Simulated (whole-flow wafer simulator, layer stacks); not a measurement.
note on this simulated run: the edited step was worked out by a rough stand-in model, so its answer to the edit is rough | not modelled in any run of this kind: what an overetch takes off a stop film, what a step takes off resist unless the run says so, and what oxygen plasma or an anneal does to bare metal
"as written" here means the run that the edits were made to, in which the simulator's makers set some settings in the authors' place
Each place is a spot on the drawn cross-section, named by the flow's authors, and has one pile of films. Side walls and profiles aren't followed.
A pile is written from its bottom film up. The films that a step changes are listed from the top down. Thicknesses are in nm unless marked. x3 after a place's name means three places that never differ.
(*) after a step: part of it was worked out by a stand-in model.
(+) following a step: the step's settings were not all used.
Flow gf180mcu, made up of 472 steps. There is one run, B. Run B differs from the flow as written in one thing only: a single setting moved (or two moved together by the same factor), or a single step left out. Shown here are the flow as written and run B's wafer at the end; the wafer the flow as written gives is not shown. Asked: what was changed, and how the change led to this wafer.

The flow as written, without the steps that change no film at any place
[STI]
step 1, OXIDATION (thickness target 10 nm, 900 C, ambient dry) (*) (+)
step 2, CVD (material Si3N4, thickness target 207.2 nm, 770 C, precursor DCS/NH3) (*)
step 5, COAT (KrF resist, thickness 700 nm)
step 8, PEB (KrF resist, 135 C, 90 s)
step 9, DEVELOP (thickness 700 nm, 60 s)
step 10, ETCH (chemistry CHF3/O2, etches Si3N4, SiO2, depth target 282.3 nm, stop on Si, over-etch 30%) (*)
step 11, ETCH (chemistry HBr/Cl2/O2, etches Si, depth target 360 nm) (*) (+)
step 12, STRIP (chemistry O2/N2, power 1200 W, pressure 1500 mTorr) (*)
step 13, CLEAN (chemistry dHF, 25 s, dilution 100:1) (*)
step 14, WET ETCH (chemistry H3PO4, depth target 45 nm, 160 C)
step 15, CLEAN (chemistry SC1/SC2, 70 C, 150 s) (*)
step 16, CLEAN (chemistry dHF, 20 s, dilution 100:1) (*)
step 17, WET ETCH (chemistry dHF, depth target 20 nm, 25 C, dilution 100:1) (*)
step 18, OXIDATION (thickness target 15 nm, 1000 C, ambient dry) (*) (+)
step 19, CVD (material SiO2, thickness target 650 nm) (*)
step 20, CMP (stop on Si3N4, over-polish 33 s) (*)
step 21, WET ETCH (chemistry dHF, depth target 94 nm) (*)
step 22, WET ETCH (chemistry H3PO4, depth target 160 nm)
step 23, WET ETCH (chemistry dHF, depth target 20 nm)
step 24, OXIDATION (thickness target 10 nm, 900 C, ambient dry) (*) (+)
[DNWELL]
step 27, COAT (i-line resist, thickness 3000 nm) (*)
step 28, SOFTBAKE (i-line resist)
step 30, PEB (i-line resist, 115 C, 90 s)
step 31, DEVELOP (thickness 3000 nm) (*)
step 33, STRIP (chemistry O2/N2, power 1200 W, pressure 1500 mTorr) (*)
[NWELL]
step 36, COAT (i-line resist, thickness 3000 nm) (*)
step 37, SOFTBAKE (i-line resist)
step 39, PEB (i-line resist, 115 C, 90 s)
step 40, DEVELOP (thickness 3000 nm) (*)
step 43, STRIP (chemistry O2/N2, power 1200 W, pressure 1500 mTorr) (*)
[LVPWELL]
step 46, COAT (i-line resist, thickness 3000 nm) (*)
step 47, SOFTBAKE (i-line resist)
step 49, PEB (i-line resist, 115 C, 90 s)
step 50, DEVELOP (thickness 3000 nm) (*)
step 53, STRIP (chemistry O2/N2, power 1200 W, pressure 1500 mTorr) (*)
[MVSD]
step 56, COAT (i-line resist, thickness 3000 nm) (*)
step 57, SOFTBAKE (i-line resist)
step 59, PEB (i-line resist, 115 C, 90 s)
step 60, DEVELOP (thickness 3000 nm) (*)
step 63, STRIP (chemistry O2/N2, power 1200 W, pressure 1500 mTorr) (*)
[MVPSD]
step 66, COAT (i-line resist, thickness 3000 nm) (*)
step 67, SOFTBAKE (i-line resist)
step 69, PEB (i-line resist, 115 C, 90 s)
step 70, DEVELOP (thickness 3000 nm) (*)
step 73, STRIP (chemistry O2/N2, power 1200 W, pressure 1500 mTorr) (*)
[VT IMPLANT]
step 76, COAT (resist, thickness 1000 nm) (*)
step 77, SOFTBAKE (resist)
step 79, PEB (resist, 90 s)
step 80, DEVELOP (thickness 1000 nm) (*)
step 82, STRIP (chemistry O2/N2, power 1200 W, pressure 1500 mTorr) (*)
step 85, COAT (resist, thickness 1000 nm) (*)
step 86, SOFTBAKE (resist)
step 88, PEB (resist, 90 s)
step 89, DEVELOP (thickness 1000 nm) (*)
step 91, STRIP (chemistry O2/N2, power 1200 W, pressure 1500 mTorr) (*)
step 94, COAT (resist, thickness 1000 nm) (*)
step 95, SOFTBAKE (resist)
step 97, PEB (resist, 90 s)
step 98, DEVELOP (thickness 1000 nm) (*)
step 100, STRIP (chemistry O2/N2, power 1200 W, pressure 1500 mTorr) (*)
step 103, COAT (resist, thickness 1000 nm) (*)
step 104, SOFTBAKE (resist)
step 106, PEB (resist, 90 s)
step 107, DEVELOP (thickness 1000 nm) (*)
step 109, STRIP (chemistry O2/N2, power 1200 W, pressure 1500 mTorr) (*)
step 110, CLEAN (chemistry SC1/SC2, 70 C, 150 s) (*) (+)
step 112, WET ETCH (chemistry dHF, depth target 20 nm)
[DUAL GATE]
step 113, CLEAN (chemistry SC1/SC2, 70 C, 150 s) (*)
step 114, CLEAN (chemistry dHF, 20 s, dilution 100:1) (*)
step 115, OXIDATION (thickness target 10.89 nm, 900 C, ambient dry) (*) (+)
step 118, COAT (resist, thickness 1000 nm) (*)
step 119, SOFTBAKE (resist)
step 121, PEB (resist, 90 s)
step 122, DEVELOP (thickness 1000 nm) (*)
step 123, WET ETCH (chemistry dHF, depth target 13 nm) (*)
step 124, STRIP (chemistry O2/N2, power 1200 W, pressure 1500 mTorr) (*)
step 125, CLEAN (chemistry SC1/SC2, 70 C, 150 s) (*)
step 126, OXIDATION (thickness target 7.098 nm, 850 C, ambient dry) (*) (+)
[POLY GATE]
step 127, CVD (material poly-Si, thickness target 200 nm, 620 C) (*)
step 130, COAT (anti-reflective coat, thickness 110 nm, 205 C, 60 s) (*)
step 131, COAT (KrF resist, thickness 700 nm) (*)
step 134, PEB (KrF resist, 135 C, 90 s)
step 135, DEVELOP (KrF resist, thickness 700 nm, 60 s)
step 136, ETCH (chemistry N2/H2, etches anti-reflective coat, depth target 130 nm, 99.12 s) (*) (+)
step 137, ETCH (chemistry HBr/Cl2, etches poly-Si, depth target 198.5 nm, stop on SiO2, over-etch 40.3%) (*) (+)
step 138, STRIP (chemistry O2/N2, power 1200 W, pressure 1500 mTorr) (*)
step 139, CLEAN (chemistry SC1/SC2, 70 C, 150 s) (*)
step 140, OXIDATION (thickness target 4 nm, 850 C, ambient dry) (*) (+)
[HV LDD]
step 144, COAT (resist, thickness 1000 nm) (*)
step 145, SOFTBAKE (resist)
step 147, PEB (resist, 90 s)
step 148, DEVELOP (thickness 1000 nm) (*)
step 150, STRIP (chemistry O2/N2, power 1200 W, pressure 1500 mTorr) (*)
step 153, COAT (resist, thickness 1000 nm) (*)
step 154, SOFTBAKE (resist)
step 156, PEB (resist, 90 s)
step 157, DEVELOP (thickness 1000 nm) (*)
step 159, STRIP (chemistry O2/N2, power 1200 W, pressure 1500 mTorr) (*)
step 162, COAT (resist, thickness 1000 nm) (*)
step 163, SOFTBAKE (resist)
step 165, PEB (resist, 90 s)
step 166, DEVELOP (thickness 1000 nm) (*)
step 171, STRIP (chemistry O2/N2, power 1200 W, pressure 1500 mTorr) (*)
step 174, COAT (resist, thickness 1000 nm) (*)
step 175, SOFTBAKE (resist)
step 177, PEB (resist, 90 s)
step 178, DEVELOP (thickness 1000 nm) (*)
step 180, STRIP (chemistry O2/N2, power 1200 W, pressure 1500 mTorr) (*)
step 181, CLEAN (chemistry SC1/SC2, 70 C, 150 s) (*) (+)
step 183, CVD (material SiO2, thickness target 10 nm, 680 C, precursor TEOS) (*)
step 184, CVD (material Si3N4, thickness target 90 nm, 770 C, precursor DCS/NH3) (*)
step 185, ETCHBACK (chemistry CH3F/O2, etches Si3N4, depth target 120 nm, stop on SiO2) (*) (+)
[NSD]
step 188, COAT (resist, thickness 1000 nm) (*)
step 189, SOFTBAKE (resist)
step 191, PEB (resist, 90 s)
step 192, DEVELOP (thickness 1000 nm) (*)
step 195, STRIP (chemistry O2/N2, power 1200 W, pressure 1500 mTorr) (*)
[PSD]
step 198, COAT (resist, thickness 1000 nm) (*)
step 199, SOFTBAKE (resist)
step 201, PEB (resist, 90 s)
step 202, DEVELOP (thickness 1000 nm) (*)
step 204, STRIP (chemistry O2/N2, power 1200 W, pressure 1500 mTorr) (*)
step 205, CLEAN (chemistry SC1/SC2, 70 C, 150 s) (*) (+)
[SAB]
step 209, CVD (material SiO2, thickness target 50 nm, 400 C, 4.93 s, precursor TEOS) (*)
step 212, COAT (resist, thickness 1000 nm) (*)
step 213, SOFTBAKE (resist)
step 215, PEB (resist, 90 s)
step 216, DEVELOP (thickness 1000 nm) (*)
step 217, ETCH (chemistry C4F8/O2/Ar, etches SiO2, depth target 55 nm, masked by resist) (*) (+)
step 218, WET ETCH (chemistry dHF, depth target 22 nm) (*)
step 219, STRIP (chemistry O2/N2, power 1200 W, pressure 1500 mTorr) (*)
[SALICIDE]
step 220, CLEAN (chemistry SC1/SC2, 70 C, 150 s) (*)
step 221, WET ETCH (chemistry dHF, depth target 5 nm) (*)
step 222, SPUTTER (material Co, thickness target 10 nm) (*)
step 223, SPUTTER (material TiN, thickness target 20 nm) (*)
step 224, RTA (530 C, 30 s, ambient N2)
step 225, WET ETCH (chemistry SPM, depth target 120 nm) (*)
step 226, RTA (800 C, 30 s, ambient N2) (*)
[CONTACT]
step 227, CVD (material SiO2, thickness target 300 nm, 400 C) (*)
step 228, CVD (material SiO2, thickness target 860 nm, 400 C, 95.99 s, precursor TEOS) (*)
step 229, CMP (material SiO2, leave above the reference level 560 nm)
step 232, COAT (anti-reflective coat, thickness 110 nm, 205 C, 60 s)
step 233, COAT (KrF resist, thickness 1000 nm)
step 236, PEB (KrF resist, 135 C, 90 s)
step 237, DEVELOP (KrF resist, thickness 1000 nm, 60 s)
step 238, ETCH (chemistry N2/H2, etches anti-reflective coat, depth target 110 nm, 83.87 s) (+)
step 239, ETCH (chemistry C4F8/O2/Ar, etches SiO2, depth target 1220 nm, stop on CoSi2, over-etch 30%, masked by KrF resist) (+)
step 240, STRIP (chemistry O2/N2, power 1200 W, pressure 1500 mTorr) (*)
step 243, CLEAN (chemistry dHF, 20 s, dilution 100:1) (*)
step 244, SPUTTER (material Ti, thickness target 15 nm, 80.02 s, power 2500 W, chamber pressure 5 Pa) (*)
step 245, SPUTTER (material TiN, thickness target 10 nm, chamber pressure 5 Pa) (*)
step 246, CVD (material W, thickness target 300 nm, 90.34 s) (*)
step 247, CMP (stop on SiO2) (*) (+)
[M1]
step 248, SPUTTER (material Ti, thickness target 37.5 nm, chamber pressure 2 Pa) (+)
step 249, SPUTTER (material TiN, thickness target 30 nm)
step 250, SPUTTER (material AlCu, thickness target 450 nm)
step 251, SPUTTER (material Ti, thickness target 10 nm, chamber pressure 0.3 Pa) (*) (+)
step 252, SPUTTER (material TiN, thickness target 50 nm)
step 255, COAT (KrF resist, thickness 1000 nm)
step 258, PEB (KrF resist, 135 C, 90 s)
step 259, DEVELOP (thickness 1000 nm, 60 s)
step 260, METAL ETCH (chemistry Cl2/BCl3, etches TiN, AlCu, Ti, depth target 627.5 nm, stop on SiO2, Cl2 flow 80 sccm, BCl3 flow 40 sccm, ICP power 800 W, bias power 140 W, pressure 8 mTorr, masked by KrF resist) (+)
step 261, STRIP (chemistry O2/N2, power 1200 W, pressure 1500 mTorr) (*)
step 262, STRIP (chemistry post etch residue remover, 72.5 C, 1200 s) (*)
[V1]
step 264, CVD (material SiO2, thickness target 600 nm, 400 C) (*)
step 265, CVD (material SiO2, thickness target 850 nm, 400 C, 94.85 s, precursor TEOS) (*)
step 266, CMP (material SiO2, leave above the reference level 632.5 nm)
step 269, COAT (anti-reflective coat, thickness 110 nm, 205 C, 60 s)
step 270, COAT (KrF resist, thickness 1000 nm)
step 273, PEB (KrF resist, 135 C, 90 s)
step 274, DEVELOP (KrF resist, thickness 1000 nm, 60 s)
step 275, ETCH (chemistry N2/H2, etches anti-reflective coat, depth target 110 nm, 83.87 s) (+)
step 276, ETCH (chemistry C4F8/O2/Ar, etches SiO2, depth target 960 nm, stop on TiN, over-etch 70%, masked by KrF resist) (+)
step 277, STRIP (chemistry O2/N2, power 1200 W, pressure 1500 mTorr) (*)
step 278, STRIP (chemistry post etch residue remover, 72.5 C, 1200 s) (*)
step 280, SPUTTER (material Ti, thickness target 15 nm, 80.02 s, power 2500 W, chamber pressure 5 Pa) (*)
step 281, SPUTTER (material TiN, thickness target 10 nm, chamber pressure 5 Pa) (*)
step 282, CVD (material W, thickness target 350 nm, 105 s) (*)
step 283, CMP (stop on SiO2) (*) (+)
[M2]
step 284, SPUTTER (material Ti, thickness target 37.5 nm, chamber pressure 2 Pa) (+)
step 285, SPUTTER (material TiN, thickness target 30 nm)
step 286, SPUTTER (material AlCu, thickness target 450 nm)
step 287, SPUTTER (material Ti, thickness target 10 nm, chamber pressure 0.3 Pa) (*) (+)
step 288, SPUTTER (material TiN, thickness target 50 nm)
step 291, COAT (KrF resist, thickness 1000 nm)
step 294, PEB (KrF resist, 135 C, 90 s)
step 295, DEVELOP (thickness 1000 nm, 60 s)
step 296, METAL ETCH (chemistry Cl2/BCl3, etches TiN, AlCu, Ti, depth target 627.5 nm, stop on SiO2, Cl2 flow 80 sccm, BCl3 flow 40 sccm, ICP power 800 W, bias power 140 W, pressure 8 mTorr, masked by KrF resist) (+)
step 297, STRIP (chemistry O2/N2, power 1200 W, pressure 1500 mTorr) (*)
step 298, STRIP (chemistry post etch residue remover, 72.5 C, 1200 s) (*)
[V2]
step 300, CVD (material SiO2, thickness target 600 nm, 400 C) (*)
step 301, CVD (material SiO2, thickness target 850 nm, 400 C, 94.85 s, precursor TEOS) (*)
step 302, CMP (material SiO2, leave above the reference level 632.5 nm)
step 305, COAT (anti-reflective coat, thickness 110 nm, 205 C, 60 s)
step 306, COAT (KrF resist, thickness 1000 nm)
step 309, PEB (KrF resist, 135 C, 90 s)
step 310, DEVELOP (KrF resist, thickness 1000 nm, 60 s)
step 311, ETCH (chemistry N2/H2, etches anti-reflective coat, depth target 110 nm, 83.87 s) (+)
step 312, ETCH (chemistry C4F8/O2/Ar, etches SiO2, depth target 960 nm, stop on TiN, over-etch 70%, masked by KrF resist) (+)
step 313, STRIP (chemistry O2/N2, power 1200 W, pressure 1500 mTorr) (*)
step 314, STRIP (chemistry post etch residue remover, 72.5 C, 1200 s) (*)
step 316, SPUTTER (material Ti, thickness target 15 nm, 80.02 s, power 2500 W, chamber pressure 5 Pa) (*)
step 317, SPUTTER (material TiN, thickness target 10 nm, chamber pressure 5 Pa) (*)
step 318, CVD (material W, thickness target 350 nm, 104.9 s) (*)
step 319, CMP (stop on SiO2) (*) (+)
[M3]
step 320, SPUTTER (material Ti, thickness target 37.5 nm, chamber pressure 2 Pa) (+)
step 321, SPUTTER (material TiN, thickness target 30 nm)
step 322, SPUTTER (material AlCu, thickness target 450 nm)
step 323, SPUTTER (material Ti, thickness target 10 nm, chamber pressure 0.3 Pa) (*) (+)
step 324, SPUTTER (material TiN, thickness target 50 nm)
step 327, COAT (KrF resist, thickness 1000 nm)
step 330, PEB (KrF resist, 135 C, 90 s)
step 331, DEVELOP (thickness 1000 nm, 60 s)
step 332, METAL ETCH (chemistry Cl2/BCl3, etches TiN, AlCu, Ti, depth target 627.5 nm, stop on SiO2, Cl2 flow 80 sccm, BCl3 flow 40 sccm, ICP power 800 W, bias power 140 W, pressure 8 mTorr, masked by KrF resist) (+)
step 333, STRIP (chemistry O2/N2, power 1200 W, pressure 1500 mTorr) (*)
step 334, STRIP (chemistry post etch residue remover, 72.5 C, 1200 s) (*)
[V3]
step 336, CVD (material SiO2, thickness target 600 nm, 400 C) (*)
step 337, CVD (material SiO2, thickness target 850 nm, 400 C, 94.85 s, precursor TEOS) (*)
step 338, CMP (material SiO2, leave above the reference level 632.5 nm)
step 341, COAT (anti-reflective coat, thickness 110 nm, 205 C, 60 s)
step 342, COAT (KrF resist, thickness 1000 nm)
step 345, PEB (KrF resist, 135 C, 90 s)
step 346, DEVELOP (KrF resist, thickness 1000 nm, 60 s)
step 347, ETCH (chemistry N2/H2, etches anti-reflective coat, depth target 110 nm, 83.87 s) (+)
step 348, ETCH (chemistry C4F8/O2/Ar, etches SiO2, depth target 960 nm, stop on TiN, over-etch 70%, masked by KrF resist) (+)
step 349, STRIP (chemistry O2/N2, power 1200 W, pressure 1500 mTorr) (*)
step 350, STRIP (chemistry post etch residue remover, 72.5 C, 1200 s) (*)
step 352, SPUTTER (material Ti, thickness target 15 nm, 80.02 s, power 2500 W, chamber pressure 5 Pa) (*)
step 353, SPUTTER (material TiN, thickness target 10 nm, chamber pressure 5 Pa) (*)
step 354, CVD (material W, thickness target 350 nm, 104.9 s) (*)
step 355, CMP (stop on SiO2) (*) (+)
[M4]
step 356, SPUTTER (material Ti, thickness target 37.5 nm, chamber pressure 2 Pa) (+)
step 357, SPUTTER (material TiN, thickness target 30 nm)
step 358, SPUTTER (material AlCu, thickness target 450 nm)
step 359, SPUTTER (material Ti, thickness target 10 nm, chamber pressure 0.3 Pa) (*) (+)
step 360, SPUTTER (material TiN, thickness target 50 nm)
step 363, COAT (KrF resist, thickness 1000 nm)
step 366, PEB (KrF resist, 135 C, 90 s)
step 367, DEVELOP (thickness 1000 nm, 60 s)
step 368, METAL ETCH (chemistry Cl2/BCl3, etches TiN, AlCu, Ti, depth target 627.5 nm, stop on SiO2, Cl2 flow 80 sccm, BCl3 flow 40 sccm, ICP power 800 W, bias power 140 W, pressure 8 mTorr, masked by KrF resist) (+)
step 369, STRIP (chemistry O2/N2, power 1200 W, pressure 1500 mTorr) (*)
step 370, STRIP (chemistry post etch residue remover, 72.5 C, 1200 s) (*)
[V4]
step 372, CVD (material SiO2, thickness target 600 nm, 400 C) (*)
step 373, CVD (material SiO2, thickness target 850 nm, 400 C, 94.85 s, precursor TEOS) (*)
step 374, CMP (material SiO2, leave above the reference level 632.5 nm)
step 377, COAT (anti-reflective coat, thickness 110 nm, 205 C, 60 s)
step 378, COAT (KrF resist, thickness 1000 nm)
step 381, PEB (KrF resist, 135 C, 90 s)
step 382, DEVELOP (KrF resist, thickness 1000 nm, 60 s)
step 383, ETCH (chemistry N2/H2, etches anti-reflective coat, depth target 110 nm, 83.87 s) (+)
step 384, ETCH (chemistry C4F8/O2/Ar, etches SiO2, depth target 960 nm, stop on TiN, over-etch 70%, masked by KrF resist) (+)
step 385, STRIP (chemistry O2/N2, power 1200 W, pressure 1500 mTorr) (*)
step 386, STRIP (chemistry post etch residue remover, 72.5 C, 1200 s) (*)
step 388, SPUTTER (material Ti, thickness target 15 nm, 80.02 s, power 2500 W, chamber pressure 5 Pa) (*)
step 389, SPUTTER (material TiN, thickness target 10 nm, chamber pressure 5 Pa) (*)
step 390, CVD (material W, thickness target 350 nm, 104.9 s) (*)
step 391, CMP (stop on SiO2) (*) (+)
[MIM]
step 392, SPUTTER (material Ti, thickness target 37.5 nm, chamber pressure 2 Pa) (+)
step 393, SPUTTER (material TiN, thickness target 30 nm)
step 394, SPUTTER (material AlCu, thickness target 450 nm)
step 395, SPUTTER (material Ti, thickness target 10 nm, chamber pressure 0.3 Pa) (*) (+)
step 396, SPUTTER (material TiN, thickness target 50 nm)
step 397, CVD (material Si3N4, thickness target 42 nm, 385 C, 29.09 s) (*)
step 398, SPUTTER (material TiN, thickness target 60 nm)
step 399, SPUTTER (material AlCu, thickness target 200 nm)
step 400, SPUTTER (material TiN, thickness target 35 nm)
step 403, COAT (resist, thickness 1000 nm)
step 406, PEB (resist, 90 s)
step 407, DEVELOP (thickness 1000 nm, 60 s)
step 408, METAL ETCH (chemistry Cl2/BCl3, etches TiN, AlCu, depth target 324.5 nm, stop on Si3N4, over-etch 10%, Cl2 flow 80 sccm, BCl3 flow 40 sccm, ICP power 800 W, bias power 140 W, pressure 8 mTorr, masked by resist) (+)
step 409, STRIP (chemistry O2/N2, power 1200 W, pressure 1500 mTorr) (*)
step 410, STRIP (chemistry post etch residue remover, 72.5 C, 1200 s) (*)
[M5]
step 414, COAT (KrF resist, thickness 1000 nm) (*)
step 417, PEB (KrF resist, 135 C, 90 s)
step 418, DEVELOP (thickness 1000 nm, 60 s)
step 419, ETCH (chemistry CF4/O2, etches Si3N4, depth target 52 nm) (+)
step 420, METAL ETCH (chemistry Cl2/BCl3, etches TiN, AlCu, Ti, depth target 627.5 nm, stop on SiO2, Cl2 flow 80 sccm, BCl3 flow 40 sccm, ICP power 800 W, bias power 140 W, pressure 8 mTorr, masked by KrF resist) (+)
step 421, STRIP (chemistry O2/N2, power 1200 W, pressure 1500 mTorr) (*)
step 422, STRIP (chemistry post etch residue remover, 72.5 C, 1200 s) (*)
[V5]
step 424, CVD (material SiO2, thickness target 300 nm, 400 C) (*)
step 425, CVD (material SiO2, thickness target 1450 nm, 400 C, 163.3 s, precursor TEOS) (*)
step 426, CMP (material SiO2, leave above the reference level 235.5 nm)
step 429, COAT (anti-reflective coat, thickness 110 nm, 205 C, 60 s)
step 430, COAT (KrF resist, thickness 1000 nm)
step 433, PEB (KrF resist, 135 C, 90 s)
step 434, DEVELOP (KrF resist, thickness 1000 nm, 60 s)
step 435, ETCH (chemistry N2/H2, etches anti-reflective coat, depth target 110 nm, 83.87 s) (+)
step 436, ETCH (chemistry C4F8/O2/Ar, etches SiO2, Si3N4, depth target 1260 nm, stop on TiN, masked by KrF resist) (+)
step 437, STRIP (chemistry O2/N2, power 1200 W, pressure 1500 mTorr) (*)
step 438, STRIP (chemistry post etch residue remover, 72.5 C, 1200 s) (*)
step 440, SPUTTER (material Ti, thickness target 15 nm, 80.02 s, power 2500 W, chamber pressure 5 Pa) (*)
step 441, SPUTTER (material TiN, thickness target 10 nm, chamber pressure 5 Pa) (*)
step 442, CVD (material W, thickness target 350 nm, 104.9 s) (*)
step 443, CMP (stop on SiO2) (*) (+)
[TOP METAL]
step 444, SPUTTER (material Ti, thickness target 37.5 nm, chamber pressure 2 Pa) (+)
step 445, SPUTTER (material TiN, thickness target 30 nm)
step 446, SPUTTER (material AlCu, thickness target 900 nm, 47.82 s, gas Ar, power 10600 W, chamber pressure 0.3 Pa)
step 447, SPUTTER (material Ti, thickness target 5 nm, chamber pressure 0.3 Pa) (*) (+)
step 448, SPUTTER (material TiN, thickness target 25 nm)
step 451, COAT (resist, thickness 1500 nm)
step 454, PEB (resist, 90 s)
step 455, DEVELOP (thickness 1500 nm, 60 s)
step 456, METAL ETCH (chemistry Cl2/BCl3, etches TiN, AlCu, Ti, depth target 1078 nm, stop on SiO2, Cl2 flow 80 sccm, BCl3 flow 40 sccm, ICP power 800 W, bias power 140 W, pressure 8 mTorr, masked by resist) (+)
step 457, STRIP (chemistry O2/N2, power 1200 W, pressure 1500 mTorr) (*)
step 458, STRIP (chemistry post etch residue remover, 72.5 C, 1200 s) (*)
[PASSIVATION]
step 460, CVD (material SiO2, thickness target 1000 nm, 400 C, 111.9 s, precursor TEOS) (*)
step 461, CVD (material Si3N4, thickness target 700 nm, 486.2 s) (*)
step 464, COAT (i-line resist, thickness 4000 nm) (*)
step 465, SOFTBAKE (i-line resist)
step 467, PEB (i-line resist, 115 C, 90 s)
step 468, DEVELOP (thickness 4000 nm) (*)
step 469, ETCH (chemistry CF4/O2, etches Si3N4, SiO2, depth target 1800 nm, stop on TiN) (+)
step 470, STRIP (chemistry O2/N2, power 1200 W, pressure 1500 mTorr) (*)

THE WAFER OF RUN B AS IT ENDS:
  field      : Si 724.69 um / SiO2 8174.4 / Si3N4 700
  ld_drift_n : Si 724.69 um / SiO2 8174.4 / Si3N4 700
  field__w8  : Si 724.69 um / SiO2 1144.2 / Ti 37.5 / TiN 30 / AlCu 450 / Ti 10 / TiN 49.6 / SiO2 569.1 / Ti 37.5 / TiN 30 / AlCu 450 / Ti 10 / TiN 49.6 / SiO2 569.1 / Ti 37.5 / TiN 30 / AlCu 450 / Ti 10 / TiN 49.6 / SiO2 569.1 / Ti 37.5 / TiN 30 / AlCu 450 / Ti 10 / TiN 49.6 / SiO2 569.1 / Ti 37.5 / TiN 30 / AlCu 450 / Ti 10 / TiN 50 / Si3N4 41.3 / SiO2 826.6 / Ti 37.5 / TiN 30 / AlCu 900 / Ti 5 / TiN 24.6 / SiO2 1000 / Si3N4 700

The reason: step 11, ETCH: depth target 307 nm was run, while the flow as written has depth target 360 nm.

The path from the change to this, step by step:
  step 11, ETCH (chemistry HBr/Cl2/O2, etches Si, depth target 360 nm) (*) (+)
      active, n_well, p_well and 40 more: -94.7 KrF resist (as written it would have been: -112.3 KrF resist)
      field, field_sub, sti and 34 more: -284 Si (as written it would have been: -337 Si)
  step 12, STRIP (chemistry O2/N2, power 1200 W, pressure 1500 mTorr) (*)
      active, n_well, p_well and 40 more: -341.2 KrF resist (all of it) (as written it would have been: -323.5 KrF resist (all of it))
  step 19, CVD (material SiO2, thickness target 650 nm) (*)
      m1, ld_fp_n, ld_drift_n and 8 more: +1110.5 SiO2 (as written it would have been: +1163.5 SiO2)
  step 20, CMP (stop on Si3N4, over-polish 33 s) (*)
      sti, mim_1p0, pad and 11 more: -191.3 SiO2 (as written it would have been: -138.3 SiO2)
      nw_enc_fld, nw_enc_fld_lv: -195.4 SiO2 (as written it would have been: -142.4 SiO2)
      (also at 10 further places)
